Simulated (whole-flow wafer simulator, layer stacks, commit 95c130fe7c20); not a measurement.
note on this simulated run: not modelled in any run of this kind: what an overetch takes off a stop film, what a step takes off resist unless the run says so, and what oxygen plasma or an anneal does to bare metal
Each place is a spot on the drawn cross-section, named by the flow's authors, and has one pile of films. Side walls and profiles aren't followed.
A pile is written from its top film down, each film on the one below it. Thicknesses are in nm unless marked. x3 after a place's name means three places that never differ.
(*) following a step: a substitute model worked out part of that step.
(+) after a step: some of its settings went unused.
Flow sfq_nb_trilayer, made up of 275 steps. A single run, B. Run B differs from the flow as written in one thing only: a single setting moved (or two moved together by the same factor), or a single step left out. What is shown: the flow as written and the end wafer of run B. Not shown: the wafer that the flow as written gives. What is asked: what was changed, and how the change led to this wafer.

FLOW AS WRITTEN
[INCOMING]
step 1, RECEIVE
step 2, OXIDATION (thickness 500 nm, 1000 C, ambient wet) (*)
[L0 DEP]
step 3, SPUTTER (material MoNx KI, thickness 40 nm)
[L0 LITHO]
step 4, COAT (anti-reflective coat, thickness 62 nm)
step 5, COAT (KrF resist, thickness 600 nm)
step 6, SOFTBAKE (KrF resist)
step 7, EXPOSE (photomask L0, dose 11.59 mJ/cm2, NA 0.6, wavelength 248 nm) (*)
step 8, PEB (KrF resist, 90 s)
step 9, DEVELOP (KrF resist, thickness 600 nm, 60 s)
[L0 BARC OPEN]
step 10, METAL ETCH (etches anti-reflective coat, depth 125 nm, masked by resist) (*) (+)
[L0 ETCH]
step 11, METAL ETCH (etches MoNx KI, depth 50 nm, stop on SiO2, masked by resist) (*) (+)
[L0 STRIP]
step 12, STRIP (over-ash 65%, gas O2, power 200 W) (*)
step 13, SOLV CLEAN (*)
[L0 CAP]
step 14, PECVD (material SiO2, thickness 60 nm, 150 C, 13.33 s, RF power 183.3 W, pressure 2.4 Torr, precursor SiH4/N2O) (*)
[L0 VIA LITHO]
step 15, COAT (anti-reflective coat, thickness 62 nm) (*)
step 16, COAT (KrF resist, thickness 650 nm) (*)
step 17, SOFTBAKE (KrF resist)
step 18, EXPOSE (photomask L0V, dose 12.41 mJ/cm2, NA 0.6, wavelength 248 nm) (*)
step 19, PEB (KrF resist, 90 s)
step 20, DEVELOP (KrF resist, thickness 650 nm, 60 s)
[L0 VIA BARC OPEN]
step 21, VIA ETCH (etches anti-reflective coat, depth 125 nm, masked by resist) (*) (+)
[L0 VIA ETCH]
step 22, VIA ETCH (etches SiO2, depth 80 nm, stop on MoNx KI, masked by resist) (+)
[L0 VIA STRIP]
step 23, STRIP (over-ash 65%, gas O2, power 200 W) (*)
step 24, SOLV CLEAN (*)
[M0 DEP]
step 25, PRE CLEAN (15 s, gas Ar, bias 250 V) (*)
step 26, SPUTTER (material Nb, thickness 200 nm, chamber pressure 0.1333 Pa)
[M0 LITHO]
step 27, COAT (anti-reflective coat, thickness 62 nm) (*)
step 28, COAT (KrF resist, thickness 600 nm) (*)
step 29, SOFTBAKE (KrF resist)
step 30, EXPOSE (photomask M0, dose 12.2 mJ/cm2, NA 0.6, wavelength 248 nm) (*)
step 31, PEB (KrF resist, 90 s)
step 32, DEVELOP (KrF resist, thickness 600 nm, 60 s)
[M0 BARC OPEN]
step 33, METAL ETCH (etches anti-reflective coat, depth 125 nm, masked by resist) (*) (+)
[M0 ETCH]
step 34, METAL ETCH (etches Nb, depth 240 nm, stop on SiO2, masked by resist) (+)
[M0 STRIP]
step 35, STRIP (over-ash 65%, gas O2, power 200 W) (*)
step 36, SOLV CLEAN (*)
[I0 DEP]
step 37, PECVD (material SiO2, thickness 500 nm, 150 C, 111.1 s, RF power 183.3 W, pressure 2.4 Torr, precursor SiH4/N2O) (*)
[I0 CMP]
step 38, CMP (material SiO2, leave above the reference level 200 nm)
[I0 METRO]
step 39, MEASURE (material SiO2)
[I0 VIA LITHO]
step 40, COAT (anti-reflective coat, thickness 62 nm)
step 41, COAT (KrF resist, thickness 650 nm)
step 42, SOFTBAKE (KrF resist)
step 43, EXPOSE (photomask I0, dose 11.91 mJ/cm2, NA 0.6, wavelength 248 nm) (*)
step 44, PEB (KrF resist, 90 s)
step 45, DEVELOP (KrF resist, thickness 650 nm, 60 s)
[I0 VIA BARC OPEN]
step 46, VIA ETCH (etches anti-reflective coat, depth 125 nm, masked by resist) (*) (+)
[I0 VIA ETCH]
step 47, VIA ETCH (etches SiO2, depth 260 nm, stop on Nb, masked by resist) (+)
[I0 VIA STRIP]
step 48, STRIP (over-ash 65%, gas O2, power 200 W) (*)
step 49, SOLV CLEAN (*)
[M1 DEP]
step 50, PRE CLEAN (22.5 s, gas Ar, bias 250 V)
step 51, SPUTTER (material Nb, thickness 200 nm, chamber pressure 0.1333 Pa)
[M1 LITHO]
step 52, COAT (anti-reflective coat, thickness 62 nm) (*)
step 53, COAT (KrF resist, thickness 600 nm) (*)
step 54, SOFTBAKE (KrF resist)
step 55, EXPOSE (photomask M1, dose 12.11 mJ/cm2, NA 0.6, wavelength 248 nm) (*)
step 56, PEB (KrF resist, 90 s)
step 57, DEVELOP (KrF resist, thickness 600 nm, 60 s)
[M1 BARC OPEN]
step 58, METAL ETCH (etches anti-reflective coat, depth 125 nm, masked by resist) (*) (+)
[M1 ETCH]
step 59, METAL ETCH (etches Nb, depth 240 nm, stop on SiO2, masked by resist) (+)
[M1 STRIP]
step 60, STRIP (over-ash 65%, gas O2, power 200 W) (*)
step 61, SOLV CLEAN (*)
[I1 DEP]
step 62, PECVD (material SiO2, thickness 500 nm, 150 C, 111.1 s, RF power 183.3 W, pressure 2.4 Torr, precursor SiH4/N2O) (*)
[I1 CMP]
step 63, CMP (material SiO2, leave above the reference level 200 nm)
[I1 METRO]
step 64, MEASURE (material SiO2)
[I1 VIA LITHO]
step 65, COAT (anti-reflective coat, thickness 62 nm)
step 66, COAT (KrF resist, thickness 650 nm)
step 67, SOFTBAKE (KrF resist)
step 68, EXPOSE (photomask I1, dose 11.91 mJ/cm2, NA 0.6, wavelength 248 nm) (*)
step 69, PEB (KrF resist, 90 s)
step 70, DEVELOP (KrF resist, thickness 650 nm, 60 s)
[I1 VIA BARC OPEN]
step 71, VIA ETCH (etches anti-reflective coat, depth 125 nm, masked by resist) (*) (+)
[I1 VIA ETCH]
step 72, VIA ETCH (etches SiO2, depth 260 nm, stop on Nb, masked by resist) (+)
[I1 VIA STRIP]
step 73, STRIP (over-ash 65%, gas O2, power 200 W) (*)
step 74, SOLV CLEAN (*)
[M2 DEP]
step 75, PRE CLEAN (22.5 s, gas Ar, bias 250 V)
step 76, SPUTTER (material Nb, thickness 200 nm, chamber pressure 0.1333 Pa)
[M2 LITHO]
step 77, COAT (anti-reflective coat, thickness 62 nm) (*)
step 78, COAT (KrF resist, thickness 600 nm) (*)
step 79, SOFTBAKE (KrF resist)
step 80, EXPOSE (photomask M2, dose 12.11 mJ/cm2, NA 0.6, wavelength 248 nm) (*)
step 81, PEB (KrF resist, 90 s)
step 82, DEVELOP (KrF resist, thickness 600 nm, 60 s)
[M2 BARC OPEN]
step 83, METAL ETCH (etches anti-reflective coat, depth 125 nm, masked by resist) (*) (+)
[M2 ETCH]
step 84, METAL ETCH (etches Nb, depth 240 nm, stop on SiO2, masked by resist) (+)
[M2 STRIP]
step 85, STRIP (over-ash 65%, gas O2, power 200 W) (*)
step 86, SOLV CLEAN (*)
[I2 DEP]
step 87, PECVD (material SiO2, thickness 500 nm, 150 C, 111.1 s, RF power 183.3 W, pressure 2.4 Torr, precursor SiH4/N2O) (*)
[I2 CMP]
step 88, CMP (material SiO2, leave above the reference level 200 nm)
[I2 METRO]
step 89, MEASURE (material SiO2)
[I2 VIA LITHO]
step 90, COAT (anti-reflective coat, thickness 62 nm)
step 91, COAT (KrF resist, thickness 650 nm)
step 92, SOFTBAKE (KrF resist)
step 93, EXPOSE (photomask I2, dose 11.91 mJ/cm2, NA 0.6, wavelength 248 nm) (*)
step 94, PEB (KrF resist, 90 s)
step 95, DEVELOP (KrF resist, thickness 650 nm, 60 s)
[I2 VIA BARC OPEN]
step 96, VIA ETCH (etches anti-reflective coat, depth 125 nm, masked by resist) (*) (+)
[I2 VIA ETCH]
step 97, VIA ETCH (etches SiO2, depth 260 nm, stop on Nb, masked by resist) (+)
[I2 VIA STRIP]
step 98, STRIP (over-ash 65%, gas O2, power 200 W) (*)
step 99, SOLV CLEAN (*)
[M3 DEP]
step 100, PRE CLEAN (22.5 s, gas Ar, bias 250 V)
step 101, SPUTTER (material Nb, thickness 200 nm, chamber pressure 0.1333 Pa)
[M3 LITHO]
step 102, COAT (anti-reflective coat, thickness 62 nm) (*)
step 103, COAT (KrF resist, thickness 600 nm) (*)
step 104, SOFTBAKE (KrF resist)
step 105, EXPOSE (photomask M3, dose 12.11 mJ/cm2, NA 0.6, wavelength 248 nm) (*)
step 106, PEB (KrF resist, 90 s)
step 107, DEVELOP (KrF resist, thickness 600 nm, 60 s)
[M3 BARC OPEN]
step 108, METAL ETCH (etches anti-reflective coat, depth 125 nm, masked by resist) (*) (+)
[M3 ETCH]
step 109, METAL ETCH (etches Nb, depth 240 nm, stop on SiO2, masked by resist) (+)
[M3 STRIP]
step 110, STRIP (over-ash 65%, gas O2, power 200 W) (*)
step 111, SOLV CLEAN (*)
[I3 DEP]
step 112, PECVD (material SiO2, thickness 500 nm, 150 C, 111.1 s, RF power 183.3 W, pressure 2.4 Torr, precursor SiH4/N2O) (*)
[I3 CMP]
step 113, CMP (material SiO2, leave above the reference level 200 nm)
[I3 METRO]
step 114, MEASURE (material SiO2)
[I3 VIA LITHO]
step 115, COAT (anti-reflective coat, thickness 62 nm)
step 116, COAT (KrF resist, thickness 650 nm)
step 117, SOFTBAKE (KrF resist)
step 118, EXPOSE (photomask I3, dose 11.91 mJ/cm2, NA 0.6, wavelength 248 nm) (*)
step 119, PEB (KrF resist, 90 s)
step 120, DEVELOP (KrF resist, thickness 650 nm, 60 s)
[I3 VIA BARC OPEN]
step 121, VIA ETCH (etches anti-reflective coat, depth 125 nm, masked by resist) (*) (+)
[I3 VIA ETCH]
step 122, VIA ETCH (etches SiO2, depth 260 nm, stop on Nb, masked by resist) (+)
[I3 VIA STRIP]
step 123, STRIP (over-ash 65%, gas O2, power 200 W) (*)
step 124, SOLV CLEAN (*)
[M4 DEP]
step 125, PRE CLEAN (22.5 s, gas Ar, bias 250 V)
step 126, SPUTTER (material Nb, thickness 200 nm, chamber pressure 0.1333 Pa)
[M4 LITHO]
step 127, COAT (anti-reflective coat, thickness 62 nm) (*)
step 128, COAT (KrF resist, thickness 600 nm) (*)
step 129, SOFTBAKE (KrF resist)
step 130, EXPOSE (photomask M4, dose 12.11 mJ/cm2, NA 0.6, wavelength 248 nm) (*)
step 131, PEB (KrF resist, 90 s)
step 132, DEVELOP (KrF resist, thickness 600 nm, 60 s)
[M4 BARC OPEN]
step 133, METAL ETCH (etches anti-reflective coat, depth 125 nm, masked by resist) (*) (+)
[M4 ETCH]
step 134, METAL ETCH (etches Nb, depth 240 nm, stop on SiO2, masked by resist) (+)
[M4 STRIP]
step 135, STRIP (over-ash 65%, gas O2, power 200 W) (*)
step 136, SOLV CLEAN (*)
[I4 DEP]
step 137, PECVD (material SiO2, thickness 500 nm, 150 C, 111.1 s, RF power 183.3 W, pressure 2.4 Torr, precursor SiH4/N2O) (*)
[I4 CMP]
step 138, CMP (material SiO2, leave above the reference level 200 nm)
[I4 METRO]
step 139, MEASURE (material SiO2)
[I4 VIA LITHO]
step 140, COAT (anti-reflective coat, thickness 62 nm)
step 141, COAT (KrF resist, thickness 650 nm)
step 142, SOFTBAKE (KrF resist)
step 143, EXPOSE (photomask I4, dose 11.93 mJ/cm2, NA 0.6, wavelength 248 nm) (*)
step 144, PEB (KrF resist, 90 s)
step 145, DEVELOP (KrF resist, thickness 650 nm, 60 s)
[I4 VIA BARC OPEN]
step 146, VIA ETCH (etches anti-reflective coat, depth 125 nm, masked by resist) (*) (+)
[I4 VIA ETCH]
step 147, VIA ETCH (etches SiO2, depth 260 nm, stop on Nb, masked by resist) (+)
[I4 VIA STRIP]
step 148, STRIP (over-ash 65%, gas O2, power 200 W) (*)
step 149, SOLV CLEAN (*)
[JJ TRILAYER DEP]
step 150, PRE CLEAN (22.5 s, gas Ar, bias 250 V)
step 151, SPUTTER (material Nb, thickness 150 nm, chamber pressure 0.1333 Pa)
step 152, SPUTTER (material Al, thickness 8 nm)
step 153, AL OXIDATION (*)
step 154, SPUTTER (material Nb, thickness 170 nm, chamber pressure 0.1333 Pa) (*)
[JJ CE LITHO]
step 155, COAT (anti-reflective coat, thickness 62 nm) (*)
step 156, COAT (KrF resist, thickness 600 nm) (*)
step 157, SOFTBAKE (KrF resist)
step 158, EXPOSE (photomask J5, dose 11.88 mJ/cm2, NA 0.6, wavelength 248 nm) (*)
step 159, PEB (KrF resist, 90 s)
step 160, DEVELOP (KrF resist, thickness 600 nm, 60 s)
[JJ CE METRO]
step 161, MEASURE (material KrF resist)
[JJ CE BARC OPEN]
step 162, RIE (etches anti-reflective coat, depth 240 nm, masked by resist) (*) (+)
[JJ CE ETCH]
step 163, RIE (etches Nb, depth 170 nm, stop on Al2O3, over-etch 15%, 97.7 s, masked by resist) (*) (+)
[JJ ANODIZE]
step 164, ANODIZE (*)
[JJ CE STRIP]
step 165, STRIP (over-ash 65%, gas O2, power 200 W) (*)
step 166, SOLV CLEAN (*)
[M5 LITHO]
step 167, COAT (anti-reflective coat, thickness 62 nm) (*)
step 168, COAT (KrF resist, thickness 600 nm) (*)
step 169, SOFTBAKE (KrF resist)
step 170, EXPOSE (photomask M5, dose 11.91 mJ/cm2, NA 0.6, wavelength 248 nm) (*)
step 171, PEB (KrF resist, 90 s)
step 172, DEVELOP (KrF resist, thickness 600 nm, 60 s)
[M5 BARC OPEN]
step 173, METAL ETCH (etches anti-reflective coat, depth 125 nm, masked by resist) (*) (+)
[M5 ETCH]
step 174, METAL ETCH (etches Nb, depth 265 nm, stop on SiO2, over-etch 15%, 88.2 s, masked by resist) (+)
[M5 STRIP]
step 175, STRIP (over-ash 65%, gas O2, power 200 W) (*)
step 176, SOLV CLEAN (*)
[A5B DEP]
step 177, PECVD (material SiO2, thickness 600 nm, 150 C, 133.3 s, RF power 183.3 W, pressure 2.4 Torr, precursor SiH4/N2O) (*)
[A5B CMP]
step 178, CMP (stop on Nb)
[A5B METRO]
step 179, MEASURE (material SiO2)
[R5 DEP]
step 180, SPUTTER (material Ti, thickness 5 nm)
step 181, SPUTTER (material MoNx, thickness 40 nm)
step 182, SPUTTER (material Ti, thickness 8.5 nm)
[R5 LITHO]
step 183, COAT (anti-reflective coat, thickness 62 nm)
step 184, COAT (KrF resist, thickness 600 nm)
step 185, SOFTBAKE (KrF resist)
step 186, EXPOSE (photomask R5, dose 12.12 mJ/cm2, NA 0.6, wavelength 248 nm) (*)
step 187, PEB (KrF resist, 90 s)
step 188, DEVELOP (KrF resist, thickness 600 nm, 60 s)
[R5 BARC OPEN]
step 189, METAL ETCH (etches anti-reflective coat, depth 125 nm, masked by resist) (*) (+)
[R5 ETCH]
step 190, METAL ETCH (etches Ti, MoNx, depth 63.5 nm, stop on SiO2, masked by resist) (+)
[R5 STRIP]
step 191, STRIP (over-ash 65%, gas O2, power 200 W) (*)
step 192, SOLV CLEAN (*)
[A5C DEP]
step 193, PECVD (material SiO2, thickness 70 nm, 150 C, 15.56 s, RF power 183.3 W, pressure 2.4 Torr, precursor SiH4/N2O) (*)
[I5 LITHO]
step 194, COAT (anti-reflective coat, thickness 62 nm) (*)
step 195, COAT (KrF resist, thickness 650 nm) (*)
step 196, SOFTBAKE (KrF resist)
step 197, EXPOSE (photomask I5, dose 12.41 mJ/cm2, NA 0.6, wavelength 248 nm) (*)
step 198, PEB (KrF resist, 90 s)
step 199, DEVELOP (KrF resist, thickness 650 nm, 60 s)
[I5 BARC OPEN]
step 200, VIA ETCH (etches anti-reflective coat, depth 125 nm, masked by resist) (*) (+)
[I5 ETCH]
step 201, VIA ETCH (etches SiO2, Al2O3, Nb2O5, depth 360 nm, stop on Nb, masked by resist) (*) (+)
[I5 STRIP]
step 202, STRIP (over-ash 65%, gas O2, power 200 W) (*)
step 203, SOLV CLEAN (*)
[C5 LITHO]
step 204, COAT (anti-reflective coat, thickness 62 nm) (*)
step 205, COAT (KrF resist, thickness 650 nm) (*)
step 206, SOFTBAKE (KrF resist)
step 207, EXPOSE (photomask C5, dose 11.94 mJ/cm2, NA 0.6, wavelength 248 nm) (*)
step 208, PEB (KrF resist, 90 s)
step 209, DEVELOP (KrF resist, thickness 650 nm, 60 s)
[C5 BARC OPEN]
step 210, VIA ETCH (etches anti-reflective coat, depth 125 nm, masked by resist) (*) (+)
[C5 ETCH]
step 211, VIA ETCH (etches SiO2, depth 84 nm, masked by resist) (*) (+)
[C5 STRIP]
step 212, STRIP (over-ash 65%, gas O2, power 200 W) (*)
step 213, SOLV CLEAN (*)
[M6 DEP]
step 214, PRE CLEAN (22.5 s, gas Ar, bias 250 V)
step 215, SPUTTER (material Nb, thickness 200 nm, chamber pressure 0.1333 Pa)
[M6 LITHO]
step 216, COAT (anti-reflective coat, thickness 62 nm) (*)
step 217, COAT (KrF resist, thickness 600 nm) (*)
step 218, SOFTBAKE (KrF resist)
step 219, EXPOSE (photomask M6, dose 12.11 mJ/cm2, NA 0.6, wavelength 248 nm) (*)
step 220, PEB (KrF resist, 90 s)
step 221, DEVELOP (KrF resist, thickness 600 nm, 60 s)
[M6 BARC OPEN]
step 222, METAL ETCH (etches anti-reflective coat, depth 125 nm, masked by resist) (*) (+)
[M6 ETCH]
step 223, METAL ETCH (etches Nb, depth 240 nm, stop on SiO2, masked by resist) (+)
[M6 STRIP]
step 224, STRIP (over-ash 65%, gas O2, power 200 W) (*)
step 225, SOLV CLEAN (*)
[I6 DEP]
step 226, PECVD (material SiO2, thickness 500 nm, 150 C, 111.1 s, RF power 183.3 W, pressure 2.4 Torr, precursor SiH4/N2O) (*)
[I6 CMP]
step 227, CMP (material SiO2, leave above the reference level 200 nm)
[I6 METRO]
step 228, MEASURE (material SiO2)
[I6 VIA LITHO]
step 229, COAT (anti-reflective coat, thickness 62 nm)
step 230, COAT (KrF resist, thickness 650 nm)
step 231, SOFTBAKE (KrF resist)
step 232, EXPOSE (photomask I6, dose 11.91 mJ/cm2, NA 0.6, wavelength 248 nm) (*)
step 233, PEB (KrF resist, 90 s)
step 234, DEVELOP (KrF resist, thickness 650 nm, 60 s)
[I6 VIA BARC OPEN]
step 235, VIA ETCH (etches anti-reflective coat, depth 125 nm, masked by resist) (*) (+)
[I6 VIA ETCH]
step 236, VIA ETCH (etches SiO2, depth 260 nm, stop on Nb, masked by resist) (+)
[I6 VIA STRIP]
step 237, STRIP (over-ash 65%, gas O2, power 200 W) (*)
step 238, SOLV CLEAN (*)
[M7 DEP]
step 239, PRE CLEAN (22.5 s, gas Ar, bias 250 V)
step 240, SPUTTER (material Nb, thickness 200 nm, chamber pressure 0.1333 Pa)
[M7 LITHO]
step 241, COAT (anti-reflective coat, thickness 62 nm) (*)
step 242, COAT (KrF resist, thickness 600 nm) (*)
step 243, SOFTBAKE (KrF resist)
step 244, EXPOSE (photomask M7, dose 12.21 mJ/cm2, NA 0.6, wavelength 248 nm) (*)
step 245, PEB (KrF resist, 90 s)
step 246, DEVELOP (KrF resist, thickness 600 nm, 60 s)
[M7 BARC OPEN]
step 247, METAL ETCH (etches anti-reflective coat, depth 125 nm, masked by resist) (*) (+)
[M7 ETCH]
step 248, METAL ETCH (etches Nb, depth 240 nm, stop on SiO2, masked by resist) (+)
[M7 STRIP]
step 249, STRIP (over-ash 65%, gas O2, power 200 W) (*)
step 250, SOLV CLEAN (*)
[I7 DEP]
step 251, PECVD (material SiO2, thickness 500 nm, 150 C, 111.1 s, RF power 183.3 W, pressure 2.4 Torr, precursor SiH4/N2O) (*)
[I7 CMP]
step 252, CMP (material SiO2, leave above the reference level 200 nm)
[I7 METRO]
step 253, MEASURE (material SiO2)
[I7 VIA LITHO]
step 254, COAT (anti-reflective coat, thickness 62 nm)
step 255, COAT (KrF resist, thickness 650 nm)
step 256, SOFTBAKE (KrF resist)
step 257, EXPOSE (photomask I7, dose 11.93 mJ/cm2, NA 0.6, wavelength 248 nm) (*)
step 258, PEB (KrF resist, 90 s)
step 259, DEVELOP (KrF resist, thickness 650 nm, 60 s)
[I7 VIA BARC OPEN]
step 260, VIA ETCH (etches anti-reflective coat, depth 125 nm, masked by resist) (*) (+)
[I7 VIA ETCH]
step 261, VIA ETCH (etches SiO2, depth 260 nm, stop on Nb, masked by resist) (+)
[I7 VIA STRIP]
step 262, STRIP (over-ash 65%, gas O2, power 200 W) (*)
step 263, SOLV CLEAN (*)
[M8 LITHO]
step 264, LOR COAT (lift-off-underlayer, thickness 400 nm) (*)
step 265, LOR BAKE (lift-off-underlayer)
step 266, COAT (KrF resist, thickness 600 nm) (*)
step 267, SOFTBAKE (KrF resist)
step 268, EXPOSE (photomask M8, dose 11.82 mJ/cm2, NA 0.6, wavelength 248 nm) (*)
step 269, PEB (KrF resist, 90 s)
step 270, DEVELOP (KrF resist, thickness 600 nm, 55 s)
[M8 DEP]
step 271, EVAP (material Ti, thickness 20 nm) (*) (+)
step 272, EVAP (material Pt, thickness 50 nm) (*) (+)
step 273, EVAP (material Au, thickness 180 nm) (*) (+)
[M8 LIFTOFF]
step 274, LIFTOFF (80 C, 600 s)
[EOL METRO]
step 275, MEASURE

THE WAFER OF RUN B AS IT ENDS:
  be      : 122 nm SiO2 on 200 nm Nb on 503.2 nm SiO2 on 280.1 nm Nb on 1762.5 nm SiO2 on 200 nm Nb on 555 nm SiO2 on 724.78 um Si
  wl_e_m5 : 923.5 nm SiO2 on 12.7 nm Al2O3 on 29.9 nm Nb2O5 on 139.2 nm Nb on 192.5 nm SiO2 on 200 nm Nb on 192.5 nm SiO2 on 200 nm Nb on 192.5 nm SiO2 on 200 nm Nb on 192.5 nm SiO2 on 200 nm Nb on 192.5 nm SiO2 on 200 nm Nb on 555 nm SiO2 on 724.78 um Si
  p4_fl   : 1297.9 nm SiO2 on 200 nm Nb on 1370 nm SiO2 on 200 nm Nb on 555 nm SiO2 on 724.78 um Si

What caused this: step 252, CMP: leave above the reference level 122 nm was run, though the flow has leave above the reference level 200 nm.
The wafer lets one read it off: be has SiO2 122, and step 252 as written asks for 200 nm.

How this came from the change, step by step:
  step 252, CMP (material SiO2, leave above the reference level 200 nm)
      field_l, p4_fl, p4_fm and 56 more: -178 SiO2 (in the flow as written it would be: -100 SiO2)
      v_sur, via_wl, via_w and 37 more: -378 SiO2 (in the flow as written it would be: -300 SiO2)
      (and at 7 other places as well)
  step 261, VIA ETCH (etches SiO2, depth 260 nm, stop on Nb, masked by resist) (+)
      field_l, v_sur, via_sp and 100 more: -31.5 KrF resist (in the flow as written it would be: -44.8 KrF resist)
      via_wl, via_w, via_wr: -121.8 SiO2 (all of it) (in the flow as written it would be: -199.8 SiO2 (all of it))
  step 262, STRIP (over-ash 65%, gas O2, power 200 W) (*)
      field_l, v_sur, via_sp and 100 more: -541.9 KrF resist (all of it), -62 anti-reflective coat (all of it) (in the flow as written it would be: -528.6 KrF resist (all of it), -62 anti-reflective coat (all of it))
  step 264, LOR COAT (lift-off-underlayer, thickness 400 nm) (*)
      via_wl, via_wr: +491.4 lift-off-underlayer (new film) (in the flow as written it would be: +549.8 lift-off-underlayer (new film))
      v_sur: +381.3 lift-off-underlayer (new film) (in the flow as written it would be: +369.4 lift-off-underlayer (new film))
      (and at 2 other places as well)
  step 266, COAT (KrF resist, thickness 600 nm) (*)
      via_w: +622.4 KrF resist (new film) (in the flow as written it would be: +636.8 KrF resist (new film))
  step 270, DEVELOP (KrF resist, thickness 600 nm, 55 s)
      v_sur: -604 KrF resist (all of it), -381.3 lift-off-underlayer (all of it) (in the flow as written it would be: -607.3 KrF resist (all of it), -369.4 lift-off-underlayer (all of it))
      via_wl: -614.1 KrF resist (all of it), -491.4 lift-off-underlayer (all of it) (in the flow as written it would be: -623.9 KrF resist (all of it), -549.8 lift-off-underlayer (all of it))
      (and at 3 other places as well)
